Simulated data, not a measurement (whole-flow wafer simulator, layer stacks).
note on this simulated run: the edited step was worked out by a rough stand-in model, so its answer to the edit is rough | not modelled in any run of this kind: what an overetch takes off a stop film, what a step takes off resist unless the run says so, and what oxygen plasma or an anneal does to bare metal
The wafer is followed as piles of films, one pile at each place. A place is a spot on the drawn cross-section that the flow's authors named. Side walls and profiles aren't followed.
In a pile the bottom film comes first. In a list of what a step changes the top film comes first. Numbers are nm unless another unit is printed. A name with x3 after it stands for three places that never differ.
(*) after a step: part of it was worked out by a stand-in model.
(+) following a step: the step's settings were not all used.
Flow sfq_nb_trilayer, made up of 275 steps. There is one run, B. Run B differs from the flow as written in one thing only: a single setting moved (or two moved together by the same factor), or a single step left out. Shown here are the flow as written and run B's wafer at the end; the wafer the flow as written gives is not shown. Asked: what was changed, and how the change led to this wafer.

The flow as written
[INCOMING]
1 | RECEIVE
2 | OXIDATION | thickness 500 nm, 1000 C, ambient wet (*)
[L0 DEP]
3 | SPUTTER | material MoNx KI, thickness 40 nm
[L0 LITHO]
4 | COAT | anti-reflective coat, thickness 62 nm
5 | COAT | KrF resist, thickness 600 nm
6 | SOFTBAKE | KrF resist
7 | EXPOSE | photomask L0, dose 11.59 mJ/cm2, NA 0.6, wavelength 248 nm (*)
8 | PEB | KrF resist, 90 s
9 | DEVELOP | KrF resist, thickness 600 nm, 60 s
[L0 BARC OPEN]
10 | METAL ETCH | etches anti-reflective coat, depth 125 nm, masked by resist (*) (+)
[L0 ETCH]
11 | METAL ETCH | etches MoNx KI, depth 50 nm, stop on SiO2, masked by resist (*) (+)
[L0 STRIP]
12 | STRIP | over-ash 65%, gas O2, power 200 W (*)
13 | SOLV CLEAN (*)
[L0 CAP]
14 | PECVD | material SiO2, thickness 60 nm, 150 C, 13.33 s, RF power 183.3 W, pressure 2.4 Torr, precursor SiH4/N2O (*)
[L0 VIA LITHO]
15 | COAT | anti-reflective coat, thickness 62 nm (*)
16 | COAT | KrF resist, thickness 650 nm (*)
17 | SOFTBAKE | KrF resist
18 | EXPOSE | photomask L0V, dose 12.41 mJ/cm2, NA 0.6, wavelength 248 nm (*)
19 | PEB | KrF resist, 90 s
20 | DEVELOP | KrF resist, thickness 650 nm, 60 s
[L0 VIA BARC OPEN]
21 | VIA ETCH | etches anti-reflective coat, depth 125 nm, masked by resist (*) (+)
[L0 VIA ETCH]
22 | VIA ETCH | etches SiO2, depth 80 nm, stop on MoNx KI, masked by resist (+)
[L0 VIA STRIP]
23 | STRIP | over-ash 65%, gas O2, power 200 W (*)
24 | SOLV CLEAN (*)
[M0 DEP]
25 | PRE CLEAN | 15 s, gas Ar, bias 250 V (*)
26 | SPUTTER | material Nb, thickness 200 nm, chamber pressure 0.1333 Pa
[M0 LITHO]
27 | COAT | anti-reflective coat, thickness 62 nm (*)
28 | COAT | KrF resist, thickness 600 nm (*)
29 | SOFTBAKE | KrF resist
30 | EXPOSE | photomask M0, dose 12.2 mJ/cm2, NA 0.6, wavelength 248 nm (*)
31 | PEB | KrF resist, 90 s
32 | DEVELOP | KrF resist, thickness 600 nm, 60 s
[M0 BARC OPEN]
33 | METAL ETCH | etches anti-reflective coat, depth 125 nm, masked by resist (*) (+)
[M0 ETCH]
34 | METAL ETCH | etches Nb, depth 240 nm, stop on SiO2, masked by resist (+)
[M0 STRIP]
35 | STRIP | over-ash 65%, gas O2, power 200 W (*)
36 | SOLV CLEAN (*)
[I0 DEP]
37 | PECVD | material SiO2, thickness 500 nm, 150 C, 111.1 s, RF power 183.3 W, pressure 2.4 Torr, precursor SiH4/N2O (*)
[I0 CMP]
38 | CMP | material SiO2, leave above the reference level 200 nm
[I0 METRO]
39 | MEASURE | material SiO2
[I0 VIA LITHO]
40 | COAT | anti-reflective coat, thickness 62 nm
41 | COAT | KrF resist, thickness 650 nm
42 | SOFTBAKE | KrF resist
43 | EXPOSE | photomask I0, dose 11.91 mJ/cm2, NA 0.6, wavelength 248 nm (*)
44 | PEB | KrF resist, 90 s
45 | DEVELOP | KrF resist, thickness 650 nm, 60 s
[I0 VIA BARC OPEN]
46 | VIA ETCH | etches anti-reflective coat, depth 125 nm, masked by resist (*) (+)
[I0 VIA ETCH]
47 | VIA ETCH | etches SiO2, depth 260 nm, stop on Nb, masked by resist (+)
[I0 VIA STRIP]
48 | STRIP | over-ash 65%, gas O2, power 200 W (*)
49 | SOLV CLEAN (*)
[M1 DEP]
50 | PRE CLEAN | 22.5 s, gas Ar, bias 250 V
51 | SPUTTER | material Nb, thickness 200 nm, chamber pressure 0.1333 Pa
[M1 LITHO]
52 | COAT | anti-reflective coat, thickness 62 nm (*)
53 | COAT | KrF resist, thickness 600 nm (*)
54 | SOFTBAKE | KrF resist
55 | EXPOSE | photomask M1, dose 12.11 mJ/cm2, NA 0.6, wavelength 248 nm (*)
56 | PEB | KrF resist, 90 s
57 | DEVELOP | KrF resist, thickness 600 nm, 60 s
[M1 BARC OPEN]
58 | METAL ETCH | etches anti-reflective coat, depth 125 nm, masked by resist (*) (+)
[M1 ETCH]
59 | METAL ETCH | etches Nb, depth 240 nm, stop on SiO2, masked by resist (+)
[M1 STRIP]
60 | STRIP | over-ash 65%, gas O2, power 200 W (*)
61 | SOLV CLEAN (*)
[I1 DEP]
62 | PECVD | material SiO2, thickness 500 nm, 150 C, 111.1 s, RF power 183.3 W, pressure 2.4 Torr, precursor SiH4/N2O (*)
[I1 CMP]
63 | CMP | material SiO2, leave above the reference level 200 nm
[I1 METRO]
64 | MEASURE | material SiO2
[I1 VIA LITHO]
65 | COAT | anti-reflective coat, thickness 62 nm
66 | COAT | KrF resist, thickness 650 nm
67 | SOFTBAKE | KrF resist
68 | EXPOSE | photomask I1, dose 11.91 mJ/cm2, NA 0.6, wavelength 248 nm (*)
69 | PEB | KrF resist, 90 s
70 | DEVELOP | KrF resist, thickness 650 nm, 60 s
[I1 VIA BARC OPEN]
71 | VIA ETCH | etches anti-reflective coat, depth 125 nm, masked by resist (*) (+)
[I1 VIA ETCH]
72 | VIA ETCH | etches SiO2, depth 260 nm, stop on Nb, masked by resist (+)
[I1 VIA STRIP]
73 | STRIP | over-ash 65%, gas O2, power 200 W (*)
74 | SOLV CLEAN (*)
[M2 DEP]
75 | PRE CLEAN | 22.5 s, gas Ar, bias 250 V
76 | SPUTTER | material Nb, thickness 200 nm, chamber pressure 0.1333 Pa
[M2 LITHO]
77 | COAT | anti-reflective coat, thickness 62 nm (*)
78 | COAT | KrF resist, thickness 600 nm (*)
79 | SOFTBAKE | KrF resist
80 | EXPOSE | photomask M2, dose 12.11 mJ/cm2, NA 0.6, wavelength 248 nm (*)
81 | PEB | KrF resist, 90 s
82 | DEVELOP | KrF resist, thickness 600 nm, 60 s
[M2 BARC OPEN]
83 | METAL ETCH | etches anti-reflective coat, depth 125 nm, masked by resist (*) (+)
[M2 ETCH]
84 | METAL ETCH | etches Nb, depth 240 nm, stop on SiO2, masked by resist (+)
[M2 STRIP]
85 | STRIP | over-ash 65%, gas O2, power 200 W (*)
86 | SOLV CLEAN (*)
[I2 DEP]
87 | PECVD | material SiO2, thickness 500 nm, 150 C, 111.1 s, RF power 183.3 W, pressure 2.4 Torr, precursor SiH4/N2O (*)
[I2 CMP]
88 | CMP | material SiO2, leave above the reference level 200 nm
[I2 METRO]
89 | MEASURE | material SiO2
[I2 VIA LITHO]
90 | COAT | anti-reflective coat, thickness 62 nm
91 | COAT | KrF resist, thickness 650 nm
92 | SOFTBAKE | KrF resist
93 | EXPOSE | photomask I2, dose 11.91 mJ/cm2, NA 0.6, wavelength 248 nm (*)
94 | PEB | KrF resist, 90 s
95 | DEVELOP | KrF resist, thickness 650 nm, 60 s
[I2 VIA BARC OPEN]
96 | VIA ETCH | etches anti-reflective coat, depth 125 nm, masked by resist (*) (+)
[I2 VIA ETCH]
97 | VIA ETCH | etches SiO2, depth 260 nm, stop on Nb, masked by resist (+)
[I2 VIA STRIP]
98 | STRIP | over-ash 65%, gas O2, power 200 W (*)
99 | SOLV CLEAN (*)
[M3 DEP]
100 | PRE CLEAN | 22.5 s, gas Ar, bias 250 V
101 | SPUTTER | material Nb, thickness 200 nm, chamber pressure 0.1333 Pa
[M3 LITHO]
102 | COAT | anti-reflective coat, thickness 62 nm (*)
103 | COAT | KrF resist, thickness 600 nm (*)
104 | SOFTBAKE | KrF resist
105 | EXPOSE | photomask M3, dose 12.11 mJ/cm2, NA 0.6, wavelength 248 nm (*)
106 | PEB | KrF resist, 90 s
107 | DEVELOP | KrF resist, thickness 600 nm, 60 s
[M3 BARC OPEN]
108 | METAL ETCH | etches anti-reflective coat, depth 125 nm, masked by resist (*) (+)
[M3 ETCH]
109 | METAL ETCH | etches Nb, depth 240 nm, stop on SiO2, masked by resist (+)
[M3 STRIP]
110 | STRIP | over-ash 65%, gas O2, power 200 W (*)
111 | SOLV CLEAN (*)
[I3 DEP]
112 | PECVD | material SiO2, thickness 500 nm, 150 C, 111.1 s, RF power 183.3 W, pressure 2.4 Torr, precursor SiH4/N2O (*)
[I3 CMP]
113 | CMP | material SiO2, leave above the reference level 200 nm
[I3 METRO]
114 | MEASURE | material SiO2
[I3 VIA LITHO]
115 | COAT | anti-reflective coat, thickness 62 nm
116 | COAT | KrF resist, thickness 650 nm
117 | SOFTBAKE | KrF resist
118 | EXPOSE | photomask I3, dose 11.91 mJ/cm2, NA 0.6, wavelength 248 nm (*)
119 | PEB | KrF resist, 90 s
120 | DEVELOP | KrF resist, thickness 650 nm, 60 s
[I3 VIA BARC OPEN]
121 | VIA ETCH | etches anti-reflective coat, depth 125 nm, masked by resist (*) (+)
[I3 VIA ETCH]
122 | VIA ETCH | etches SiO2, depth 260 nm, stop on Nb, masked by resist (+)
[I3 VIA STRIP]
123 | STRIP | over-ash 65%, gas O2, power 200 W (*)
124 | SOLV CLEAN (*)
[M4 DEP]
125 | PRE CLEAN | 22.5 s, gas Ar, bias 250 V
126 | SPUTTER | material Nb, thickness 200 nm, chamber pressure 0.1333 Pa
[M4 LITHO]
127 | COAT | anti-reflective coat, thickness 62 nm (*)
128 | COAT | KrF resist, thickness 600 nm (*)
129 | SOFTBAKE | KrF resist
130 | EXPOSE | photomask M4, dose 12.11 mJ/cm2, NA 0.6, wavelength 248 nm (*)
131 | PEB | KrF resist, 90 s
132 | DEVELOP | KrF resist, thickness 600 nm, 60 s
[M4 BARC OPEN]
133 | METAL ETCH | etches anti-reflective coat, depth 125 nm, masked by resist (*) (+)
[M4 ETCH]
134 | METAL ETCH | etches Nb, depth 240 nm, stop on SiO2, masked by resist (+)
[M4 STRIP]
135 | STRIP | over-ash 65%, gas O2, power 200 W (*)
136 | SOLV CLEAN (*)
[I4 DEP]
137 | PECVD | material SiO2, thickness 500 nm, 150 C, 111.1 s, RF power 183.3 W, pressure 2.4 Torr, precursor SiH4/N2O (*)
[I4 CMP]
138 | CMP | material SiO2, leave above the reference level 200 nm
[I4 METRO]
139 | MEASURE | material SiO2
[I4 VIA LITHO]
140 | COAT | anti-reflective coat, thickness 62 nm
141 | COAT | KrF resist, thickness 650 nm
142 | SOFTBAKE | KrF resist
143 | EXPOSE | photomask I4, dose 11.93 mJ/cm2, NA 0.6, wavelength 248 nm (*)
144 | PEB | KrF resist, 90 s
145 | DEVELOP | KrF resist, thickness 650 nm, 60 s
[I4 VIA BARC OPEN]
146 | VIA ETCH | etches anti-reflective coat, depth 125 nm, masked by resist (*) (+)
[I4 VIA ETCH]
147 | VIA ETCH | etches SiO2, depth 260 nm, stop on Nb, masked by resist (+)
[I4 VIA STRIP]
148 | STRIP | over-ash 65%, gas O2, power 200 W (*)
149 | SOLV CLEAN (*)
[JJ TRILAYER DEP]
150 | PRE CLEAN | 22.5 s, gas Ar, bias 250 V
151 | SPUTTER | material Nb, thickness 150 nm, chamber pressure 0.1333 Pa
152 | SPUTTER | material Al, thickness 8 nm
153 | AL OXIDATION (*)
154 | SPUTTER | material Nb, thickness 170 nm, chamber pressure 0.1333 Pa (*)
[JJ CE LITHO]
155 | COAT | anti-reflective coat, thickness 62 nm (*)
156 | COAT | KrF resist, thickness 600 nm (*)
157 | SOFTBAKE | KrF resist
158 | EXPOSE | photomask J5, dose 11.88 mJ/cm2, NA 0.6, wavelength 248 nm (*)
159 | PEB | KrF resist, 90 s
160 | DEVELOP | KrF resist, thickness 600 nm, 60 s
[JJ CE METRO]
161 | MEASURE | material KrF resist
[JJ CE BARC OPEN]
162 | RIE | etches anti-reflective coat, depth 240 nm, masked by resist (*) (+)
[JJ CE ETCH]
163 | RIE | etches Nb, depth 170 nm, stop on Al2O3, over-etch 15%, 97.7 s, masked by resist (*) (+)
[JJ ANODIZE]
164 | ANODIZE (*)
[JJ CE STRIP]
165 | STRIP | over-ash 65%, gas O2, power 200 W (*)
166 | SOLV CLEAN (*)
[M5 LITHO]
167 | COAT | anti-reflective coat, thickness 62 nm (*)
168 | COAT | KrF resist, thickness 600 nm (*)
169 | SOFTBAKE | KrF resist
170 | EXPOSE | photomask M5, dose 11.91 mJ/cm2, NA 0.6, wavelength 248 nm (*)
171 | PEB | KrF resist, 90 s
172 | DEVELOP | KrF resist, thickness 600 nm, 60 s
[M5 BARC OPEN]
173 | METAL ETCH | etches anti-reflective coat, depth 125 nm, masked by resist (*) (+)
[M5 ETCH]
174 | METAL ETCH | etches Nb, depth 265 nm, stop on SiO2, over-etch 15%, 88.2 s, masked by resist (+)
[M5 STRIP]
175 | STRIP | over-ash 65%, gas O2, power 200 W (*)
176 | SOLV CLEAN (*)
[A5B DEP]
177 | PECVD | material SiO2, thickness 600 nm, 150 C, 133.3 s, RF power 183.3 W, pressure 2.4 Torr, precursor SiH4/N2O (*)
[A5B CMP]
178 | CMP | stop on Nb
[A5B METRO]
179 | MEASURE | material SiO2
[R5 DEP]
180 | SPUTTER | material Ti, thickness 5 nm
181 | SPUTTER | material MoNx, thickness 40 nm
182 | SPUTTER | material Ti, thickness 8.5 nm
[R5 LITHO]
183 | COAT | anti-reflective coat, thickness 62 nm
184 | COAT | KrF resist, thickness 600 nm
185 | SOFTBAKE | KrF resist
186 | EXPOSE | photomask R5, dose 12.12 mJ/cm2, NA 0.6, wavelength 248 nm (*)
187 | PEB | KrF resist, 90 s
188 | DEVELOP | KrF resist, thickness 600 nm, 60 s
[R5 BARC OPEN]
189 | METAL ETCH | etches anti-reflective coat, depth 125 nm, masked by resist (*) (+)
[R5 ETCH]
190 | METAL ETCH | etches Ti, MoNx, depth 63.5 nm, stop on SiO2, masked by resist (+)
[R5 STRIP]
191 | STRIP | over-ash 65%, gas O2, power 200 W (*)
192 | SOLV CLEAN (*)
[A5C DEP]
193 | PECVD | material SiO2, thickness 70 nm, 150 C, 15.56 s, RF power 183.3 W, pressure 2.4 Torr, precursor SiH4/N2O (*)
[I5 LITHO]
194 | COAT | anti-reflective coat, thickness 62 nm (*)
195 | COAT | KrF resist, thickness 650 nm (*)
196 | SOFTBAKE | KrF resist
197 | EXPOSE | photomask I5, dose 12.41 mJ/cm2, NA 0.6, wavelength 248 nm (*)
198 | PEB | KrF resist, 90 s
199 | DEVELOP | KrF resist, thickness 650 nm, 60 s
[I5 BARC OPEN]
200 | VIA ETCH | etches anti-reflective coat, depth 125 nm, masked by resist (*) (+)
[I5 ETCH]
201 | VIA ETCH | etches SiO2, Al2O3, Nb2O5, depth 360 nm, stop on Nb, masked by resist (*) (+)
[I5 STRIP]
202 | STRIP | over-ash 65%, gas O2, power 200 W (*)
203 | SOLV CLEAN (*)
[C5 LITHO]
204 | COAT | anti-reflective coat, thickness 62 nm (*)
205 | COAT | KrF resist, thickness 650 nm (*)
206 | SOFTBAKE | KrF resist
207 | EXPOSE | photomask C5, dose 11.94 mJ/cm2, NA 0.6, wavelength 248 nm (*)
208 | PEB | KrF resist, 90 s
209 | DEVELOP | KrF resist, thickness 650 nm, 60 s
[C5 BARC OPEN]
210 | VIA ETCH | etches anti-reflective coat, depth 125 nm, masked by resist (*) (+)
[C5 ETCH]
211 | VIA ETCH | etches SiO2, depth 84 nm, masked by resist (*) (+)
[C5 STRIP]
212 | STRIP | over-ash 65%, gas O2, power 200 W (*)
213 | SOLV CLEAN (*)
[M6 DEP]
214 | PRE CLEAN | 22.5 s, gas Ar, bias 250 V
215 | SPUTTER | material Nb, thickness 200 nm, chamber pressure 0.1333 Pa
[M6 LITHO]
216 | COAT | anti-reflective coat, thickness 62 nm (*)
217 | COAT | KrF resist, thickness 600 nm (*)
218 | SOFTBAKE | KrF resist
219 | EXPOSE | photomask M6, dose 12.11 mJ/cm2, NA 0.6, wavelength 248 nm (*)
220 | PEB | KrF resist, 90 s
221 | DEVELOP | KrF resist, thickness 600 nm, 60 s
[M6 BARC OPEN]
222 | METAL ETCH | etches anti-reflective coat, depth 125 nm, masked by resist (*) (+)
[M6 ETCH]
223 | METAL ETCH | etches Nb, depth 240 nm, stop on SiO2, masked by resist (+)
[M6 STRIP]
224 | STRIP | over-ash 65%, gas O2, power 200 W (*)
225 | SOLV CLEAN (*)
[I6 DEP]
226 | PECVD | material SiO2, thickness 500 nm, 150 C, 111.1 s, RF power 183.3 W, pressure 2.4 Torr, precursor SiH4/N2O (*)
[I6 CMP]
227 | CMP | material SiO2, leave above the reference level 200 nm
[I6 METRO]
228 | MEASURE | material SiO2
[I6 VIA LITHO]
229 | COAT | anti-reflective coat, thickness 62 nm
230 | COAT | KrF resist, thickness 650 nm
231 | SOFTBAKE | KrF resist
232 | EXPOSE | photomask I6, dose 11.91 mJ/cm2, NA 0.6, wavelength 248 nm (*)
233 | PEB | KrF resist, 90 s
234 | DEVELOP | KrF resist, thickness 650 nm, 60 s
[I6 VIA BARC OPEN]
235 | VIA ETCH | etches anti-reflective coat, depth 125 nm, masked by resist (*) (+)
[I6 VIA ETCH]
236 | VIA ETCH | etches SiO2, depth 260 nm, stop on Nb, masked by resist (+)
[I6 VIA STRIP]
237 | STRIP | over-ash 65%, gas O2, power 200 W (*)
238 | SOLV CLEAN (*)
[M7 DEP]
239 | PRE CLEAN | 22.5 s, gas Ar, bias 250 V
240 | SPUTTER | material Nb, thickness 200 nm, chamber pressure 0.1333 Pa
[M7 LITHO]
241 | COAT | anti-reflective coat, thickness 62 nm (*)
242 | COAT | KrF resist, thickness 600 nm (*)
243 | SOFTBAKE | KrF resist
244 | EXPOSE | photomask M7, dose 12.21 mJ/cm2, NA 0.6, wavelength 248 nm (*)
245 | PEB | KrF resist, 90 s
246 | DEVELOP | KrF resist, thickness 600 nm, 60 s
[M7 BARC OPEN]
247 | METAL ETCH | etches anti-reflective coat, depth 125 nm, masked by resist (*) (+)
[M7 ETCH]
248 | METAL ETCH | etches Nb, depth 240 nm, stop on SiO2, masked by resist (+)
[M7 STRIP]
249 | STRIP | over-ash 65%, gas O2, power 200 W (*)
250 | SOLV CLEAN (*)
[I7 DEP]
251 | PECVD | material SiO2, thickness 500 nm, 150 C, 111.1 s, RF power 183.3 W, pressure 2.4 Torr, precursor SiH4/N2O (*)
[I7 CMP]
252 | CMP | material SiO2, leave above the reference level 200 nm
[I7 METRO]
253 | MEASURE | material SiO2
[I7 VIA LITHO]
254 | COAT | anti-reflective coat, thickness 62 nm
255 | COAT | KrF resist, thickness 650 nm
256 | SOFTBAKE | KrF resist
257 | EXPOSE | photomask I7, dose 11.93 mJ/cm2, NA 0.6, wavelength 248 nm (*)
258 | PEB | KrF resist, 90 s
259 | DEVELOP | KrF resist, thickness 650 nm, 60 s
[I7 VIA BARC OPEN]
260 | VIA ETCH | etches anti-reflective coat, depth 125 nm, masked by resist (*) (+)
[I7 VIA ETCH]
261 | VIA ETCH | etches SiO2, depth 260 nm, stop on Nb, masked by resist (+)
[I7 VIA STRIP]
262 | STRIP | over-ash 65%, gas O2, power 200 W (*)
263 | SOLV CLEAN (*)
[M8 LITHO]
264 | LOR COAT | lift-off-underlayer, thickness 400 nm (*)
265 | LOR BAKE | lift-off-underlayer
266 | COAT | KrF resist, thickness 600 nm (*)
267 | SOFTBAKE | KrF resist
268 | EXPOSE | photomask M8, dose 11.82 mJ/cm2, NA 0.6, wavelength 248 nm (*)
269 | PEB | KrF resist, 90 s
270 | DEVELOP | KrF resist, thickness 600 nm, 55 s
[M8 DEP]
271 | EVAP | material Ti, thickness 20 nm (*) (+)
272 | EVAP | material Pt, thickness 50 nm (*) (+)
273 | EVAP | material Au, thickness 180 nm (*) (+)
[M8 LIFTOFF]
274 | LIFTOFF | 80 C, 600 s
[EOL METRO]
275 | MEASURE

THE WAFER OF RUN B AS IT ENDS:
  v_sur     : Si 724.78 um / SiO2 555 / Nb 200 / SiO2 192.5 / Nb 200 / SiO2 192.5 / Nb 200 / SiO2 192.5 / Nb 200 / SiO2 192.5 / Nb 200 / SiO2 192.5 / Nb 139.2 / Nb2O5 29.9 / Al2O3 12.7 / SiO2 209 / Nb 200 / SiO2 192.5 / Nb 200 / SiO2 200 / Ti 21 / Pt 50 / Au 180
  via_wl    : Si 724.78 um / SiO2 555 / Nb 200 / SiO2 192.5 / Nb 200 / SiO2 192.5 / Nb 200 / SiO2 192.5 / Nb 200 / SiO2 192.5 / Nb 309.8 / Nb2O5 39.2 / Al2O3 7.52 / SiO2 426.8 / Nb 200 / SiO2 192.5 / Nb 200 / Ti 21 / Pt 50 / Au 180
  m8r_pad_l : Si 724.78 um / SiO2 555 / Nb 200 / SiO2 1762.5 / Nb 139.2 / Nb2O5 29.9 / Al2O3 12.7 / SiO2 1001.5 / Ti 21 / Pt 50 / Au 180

What caused this: step 271, EVAP: thickness 21 nm was run, though the flow has thickness 20 nm.
One can read it off the wafer: v_sur has Ti 21, and step 271 as written asks for 20 nm.

The path from the change to this, step by step:
  271 | EVAP | material Ti, thickness 20 nm (*) (+)
      field_l, v_sur, via_wl and 103 more: +21 Ti (new film) (in the flow as written it would be: +20 Ti (new film))
  274 | LIFTOFF | 80 C, 600 s
      p4_fl, p4_fm, p4_w1 and 71 more: -180 Au (all of it), -50 Pt (all of it), -21 Ti (all of it), -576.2 KrF resist (all of it), -400 lift-off-underlayer (all of it) (in the flow as written it would be: -180 Au (all of it), -50 Pt (all of it), -20 Ti (all of it), -576.2 KrF resist (all of it), -400 lift-off-underlayer (all of it))
      c5j, ce_r: -180 Au (all of it), -50 Pt (all of it), -21 Ti (all of it), -573.3 KrF resist (all of it), -399.3 lift-off-underlayer (all of it) (in the flow as written it would be: -180 Au (all of it), -50 Pt (all of it), -20 Ti (all of it), -573.3 KrF resist (all of it), -399.3 lift-off-underlayer (all of it))
      (and at 19 other places as well)
